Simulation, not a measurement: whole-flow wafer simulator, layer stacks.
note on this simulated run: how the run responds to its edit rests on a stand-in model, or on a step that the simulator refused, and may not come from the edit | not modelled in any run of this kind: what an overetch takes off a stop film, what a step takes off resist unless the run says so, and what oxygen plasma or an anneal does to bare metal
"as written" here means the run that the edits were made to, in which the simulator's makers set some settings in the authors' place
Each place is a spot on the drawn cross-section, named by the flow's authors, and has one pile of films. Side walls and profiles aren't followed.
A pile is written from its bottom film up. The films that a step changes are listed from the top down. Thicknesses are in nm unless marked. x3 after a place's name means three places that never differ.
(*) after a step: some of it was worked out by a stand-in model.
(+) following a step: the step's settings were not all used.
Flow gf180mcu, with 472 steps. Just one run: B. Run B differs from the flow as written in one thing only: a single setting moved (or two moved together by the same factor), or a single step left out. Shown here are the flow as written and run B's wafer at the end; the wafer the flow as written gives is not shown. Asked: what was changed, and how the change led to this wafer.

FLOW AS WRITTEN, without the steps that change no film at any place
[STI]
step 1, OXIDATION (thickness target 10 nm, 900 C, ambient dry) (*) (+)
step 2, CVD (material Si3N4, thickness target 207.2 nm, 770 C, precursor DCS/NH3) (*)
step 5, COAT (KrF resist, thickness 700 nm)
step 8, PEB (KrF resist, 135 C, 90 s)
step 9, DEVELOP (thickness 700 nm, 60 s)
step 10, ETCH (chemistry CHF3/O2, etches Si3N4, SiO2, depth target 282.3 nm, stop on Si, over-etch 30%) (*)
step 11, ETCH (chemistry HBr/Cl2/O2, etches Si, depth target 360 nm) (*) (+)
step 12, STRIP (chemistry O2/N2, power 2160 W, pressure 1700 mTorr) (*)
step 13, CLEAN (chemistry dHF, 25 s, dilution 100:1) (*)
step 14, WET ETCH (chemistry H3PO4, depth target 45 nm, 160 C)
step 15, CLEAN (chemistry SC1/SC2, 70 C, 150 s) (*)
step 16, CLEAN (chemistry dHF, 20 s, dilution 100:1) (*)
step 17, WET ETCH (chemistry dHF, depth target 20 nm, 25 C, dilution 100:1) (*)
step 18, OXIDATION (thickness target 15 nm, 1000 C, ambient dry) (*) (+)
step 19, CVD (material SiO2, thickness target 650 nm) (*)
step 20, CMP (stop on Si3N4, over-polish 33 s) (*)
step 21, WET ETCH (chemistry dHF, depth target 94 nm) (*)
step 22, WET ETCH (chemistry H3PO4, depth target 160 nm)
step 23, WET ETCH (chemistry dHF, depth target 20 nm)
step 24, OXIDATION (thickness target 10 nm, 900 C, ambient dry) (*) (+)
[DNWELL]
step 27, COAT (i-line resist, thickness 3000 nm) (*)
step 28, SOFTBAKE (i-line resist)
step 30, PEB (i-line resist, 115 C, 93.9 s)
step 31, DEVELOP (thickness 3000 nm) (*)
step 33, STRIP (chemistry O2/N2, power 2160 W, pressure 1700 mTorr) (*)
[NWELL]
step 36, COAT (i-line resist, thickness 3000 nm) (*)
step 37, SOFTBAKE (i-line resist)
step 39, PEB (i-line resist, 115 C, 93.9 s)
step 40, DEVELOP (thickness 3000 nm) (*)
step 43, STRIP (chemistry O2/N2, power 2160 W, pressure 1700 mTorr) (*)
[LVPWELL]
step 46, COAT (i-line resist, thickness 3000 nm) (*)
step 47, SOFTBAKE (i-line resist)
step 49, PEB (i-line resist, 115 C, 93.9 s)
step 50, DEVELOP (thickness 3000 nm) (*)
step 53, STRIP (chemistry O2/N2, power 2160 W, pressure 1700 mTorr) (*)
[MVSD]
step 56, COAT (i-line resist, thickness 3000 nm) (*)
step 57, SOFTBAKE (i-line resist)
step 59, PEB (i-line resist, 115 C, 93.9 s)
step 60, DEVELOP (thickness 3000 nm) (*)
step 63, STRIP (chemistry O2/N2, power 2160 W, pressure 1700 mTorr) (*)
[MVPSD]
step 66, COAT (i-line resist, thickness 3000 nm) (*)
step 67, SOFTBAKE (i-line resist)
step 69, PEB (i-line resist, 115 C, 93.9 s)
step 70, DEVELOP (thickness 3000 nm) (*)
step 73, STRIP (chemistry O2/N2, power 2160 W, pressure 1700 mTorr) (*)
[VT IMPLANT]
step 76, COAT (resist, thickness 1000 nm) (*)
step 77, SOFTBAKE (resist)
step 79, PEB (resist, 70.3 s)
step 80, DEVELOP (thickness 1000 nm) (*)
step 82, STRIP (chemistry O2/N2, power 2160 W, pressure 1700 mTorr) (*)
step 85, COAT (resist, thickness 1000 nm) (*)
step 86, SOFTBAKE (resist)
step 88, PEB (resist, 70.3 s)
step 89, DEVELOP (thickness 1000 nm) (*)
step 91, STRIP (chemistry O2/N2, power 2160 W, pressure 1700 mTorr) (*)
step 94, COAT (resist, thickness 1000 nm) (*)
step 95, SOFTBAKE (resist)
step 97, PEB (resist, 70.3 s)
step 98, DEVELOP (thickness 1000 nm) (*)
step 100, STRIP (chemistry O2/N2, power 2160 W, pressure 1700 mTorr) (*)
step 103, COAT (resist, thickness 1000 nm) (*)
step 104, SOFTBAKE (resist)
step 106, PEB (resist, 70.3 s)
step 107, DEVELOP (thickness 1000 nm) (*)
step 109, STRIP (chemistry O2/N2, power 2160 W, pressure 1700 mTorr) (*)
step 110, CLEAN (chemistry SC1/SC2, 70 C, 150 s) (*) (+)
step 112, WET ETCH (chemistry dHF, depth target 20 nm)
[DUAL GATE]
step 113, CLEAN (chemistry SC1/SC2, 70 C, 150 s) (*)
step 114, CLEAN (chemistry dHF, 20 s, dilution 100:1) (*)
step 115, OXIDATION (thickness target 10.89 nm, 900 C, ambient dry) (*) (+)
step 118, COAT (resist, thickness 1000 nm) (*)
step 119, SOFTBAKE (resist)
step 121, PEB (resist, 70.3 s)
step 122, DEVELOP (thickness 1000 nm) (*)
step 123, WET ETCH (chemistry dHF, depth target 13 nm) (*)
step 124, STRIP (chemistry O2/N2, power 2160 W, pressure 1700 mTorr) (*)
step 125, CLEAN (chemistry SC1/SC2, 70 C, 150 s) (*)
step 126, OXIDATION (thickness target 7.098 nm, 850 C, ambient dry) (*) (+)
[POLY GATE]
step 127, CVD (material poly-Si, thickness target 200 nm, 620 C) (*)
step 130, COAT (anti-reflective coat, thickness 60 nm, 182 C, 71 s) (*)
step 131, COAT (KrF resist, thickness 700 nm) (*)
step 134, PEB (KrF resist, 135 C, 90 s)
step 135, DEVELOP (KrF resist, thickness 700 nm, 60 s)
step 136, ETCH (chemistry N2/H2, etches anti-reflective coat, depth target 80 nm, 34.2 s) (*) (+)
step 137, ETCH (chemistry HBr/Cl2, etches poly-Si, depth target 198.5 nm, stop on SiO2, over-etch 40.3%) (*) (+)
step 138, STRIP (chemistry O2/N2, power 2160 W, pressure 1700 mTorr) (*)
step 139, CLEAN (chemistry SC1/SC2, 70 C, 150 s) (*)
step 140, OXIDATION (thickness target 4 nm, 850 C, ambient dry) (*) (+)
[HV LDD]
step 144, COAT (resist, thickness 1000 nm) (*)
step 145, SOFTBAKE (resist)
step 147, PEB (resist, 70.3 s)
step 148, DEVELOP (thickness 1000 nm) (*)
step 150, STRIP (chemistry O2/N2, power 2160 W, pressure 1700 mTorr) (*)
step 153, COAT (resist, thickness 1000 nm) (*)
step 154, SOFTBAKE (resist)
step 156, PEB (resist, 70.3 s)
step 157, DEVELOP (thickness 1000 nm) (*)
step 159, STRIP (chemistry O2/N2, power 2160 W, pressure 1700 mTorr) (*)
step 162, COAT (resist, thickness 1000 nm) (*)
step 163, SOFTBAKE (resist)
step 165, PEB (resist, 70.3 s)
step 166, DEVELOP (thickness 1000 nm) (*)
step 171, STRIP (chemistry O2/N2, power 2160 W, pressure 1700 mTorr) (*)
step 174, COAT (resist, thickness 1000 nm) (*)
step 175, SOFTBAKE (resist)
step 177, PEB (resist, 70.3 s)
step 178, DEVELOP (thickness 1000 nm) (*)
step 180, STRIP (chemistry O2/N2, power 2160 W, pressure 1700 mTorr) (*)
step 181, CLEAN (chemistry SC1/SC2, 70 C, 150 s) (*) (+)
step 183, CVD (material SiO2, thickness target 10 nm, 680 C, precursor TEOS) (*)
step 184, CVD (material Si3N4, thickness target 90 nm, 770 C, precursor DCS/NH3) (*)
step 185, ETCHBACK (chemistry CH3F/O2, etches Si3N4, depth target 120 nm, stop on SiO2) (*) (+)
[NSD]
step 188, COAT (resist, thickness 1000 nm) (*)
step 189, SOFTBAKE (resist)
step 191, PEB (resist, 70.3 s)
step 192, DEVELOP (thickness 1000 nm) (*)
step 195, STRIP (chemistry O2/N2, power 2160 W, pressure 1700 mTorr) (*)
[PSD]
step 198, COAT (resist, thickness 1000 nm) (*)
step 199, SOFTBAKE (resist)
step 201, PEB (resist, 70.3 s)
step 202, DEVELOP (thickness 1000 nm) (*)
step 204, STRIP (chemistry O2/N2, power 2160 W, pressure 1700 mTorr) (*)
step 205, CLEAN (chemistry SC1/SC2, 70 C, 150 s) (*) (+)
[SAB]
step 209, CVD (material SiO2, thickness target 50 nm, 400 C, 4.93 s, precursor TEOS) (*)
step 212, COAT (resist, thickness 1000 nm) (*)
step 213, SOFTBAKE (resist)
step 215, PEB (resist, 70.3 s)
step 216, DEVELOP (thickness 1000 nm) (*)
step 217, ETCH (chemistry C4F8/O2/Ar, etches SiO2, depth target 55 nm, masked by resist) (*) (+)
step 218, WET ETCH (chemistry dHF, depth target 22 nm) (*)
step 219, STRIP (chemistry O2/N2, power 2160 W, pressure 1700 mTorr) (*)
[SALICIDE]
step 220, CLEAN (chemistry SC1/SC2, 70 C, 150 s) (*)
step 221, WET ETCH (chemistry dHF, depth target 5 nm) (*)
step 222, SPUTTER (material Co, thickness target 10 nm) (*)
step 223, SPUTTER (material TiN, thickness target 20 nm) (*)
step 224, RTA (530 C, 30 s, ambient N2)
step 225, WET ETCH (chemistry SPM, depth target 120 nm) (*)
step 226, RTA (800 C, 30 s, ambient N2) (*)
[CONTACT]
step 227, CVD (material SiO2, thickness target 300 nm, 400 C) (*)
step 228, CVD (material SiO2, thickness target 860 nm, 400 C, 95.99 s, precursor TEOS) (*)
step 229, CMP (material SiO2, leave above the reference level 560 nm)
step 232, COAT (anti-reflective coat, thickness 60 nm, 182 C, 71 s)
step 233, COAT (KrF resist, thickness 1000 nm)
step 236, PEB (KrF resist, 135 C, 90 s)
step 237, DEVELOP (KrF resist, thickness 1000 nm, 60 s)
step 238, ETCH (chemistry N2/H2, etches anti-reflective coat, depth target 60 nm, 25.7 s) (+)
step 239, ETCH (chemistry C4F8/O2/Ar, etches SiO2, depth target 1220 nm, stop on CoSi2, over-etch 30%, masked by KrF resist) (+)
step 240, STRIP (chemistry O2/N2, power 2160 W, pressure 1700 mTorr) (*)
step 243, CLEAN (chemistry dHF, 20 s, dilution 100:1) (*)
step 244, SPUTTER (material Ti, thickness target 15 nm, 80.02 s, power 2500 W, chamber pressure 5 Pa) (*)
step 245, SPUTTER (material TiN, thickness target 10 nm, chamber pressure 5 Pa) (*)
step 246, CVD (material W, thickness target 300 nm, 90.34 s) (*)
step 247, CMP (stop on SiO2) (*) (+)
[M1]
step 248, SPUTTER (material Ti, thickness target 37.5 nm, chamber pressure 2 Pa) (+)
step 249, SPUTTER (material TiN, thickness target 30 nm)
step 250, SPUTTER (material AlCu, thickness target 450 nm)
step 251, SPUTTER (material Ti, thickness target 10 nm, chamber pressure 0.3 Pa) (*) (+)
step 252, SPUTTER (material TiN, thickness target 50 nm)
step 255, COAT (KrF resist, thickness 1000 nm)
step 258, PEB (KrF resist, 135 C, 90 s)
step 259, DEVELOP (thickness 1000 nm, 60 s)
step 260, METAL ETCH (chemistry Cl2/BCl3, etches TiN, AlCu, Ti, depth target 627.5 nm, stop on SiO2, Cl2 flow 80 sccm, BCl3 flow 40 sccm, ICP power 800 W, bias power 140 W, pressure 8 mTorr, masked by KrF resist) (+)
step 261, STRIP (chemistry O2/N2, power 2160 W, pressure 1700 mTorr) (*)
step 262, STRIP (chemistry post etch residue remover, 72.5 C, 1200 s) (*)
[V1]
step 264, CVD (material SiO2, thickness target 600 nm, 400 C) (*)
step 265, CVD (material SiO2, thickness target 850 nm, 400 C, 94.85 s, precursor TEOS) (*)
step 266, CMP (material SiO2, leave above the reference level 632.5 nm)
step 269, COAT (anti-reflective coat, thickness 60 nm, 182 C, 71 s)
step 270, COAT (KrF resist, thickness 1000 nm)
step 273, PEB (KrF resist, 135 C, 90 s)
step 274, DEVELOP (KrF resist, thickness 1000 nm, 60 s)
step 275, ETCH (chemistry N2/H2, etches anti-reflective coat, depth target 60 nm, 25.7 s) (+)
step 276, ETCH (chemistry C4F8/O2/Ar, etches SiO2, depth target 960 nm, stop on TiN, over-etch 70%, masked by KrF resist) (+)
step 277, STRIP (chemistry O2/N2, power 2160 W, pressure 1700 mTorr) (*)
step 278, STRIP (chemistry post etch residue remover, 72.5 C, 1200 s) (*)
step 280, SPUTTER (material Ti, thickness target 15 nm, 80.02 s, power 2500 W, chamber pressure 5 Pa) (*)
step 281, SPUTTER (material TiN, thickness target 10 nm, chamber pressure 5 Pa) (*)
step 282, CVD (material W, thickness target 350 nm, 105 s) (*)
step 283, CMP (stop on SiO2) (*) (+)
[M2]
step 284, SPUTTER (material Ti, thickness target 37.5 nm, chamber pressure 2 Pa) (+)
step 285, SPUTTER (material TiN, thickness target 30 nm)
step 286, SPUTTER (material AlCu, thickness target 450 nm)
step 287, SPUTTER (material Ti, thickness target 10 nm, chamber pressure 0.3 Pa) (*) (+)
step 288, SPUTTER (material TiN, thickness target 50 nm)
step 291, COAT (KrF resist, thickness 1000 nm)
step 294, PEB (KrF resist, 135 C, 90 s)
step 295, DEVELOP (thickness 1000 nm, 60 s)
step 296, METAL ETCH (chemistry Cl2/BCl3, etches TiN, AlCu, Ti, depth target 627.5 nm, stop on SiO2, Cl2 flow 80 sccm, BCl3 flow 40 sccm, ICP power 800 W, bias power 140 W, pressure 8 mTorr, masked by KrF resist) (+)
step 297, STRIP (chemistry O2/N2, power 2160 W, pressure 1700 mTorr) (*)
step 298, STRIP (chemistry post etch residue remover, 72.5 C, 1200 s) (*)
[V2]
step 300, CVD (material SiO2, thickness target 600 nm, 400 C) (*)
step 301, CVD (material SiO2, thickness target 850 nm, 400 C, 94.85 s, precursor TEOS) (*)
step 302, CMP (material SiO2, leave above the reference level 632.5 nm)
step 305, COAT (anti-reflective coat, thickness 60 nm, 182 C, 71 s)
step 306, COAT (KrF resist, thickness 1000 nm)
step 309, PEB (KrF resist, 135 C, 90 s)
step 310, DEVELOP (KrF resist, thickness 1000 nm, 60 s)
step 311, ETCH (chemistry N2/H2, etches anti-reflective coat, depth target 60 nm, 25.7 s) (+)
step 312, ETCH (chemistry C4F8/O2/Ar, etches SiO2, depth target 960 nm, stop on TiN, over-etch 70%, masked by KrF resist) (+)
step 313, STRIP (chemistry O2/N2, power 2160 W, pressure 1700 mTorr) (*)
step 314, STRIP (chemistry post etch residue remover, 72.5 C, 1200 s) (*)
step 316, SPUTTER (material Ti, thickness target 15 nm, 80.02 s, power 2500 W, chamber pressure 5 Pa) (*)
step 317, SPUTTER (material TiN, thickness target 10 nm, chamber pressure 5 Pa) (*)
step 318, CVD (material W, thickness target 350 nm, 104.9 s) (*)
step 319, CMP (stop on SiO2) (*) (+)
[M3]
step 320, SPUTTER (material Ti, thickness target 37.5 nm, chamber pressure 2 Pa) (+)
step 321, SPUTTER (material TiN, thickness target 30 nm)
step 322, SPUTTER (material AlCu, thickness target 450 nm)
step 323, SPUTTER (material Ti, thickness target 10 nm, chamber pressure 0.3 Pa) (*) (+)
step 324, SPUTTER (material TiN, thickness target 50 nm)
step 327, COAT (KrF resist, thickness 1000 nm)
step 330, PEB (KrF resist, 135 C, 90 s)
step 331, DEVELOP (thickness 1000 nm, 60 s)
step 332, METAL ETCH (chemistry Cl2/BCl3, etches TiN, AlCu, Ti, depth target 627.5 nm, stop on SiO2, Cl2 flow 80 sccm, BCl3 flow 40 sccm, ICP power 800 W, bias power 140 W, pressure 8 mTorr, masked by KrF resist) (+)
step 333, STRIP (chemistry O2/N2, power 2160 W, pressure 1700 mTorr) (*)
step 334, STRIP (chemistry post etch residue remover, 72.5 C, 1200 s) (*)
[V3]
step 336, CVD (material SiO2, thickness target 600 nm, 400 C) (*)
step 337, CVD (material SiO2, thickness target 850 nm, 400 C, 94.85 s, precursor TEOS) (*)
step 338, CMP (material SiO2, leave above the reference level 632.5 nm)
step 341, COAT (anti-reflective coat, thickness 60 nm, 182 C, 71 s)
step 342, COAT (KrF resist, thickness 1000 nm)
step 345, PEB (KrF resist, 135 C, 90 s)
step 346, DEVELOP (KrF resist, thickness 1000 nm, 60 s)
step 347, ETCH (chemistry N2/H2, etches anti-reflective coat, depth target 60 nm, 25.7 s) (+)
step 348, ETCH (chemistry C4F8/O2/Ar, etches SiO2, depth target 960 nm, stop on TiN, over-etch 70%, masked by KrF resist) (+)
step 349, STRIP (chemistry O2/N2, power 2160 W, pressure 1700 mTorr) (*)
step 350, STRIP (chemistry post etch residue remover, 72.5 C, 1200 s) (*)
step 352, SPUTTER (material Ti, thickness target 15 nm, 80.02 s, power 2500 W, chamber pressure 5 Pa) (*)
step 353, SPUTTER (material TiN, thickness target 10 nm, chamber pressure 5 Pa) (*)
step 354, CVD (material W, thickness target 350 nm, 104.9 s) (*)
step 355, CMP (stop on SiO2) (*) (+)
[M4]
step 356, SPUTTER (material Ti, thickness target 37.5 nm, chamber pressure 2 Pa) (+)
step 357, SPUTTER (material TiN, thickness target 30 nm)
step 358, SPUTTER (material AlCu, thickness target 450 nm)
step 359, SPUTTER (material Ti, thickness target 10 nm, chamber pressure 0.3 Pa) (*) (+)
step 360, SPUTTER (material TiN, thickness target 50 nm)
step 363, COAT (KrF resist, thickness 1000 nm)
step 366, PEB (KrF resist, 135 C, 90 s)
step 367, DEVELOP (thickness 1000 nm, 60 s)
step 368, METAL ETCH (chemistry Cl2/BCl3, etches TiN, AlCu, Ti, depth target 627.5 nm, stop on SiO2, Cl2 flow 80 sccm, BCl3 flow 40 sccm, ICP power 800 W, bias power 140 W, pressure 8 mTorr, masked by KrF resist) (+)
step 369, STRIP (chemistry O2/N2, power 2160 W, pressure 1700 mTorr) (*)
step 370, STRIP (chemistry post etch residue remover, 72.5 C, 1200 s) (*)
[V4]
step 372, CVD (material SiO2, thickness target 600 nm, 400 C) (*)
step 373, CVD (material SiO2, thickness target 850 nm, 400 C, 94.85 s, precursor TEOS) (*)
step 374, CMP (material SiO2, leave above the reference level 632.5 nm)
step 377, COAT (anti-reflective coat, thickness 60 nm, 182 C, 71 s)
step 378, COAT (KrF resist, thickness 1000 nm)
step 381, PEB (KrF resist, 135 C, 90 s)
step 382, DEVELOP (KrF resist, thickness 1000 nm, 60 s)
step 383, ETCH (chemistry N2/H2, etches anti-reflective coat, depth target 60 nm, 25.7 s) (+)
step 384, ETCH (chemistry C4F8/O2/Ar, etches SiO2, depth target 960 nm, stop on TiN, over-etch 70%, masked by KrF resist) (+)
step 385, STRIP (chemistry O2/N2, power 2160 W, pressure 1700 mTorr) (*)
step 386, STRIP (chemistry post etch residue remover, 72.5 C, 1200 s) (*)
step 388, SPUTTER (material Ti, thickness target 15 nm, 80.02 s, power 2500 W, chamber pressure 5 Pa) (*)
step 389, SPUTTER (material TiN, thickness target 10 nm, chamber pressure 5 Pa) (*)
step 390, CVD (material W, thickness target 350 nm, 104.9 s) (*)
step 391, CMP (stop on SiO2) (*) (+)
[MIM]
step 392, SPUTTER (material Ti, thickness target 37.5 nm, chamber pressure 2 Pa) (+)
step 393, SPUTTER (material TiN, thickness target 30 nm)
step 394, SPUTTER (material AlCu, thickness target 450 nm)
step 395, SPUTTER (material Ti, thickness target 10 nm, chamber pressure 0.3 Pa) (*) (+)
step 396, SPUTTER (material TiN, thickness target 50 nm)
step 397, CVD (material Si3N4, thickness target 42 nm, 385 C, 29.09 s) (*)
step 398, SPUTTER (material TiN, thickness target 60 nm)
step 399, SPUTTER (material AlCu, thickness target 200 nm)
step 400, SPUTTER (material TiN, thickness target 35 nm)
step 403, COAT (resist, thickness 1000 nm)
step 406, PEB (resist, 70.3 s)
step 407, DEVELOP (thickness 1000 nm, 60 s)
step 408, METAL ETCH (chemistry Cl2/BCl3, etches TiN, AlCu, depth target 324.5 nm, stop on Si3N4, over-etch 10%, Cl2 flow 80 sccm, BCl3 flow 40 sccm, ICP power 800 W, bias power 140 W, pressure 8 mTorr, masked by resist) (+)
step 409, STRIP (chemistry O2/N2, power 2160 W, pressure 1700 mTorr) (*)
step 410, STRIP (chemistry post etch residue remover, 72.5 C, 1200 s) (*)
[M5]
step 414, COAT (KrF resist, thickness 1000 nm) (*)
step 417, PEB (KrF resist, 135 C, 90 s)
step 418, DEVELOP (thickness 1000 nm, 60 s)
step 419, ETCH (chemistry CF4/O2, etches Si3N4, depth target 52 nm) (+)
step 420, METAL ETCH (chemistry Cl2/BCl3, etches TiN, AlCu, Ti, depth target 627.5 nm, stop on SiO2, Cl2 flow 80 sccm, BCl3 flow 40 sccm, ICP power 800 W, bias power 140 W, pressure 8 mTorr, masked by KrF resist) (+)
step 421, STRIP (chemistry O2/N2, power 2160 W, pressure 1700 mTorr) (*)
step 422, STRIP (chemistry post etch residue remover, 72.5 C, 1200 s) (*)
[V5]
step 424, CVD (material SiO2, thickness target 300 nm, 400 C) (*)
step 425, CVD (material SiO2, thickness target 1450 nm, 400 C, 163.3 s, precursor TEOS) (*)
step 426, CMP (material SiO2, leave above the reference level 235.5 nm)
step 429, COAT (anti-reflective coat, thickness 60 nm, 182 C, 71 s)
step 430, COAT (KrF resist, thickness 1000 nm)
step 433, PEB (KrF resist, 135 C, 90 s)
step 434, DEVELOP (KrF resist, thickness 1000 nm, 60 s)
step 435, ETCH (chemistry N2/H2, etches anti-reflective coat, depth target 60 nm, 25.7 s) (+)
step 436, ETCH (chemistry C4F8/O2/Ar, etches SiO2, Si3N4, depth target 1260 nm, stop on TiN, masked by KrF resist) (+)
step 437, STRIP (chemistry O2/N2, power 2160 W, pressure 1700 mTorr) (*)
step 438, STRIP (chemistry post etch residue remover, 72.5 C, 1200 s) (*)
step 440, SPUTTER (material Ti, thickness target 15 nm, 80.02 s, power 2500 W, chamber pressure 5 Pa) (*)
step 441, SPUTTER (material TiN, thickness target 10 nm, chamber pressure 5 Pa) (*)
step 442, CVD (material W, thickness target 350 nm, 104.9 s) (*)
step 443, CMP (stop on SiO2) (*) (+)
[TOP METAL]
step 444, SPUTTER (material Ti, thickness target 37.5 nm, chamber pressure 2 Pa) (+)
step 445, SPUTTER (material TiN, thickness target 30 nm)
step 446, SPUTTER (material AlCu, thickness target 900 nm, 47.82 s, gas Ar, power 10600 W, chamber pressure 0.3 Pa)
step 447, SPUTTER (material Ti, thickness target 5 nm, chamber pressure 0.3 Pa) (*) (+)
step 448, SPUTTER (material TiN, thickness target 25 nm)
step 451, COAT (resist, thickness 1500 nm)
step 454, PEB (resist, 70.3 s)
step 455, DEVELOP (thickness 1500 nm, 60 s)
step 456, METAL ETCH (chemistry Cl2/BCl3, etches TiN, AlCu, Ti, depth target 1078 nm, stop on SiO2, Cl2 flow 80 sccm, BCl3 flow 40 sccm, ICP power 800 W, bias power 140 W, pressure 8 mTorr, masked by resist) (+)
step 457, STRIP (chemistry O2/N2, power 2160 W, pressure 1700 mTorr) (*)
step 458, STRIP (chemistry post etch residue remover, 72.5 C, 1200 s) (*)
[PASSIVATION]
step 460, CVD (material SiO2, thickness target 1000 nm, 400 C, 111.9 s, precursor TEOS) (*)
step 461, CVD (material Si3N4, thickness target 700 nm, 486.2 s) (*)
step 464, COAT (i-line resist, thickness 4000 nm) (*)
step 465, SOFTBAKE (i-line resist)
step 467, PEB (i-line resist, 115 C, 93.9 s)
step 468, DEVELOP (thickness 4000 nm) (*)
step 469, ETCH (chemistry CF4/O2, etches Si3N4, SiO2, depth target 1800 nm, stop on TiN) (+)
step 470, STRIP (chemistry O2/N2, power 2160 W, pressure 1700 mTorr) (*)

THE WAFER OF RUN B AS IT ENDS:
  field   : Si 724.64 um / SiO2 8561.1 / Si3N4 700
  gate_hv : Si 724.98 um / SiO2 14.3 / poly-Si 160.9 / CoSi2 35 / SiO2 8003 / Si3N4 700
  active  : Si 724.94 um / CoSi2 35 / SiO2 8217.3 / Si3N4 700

What caused this: step 266, CMP: leave above the reference level 967.7 nm was run, while the flow as written has leave above the reference level 632.5 nm.

The path from the change to this, step by step:
  step 266, CMP (material SiO2, leave above the reference level 632.5 nm)
      field, field__w1, field__w2 and 99 more: nothing (in the flow as written it would be: -300 SiO2)
      field__w8, contact, m1 and 6 more: -541.9 SiO2 (in the flow as written it would be: -877.1 SiO2)
  step 269, COAT (anti-reflective coat, thickness 60 nm, 182 C, 71 s)
      field__w8, polyc_n_rim: +40 anti-reflective coat (new film) (in the flow as written it would be: +60 anti-reflective coat (new film))
      field: +74 anti-reflective coat (new film) (in the flow as written it would be: +60 anti-reflective coat (new film))
      (also at 12 further places)
  step 275, ETCH (chemistry N2/H2, etches anti-reflective coat, depth target 60 nm, 25.7 s) (+)
      contact: -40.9 anti-reflective coat (all of it), -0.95 SiO2 (in the flow as written it would be: -60 anti-reflective coat (all of it), -0.46 SiO2)
  step 276, ETCH (chemistry C4F8/O2/Ar, etches SiO2, depth target 960 nm, stop on TiN, over-etch 70%, masked by KrF resist) (+)
      contact: -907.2 SiO2 (all of it) (in the flow as written it would be: -572.5 SiO2 (all of it))
  step 277, STRIP (chemistry O2/N2, power 2160 W, pressure 1700 mTorr) (*)
      field: -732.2 KrF resist (all of it), -74 anti-reflective coat (all of it) (in the flow as written it would be: -739.2 KrF resist (all of it), -60 anti-reflective coat (all of it))
      field__w8: -735.9 KrF resist (all of it), -40 anti-reflective coat (all of it) (in the flow as written it would be: -739.2 KrF resist (all of it), -60 anti-reflective coat (all of it))
      (also at 12 further places)
  step 280, SPUTTER (material Ti, thickness target 15 nm, 80.02 s, power 2500 W, chamber pressure 5 Pa) (*)
      contact: +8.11 Ti (new film) (in the flow as written it would be: +9.65 Ti (new film))
  step 281, SPUTTER (material TiN, thickness target 10 nm, chamber pressure 5 Pa) (*)
      contact: +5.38 TiN (new film) (in the flow as written it would be: +6.4 TiN (new film))
  step 282, CVD (material W, thickness target 350 nm, 105 s) (*)
      contact: +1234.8 W (new film) (in the flow as written it would be: +932.3 W (new film))
  step 283, CMP (stop on SiO2) (*) (+)
      field__w8, m1, m1__w1, polyc_n, polyc_n_rim, polyc_p, polyc_p_rim, m1_nw: -350 W (all of it), -10 TiN (all of it), -15 Ti (all of it), -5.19 SiO2 (in the flow as written it would be: -350 W (all of it), -10 TiN (all of it), -15 Ti (all of it), -3.78 SiO2)
  step 291, COAT (KrF resist, thickness 1000 nm)
      field__w8: +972 KrF resist (new film) (in the flow as written it would be: +1000 KrF resist (new film))
      m1: +971.6 KrF resist (new film) (in the flow as written it would be: +1000 KrF resist (new film))
      (also at 6 further places)
  step 295, DEVELOP (thickness 1000 nm, 60 s)
      polyc_n: -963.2 KrF resist (all of it) (in the flow as written it would be: -989.5 KrF resist (all of it))
      polyc_n_rim: -962.6 KrF resist (all of it) (in the flow as written it would be: -989.5 KrF resist (all of it))
      (also at 2 further places)
  step 297, STRIP (chemistry O2/N2, power 2160 W, pressure 1700 mTorr) (*)
      field__w8: -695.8 KrF resist (all of it) (in the flow as written it would be: -723.5 KrF resist (all of it))
      m1: -695.4 KrF resist (all of it) (in the flow as written it would be: -723.5 KrF resist (all of it))
      (also at 2 further places)
  step 302, CMP (material SiO2, leave above the reference level 632.5 nm)
      field, field__w1, field__w2 and 99 more: -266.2 SiO2 (in the flow as written it would be: -300 SiO2)
      contact: -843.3 SiO2 (in the flow as written it would be: -877.1 SiO2)
  step 312, ETCH (chemistry C4F8/O2/Ar, etches SiO2, depth target 960 nm, stop on TiN, over-etch 70%, masked by KrF resist) (+)
      contact: -606.3 SiO2 (all of it) (in the flow as written it would be: -572.5 SiO2 (all of it))
  step 318, CVD (material W, thickness target 350 nm, 104.9 s) (*)
      contact: +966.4 W (new film) (in the flow as written it would be: +932.3 W (new film))
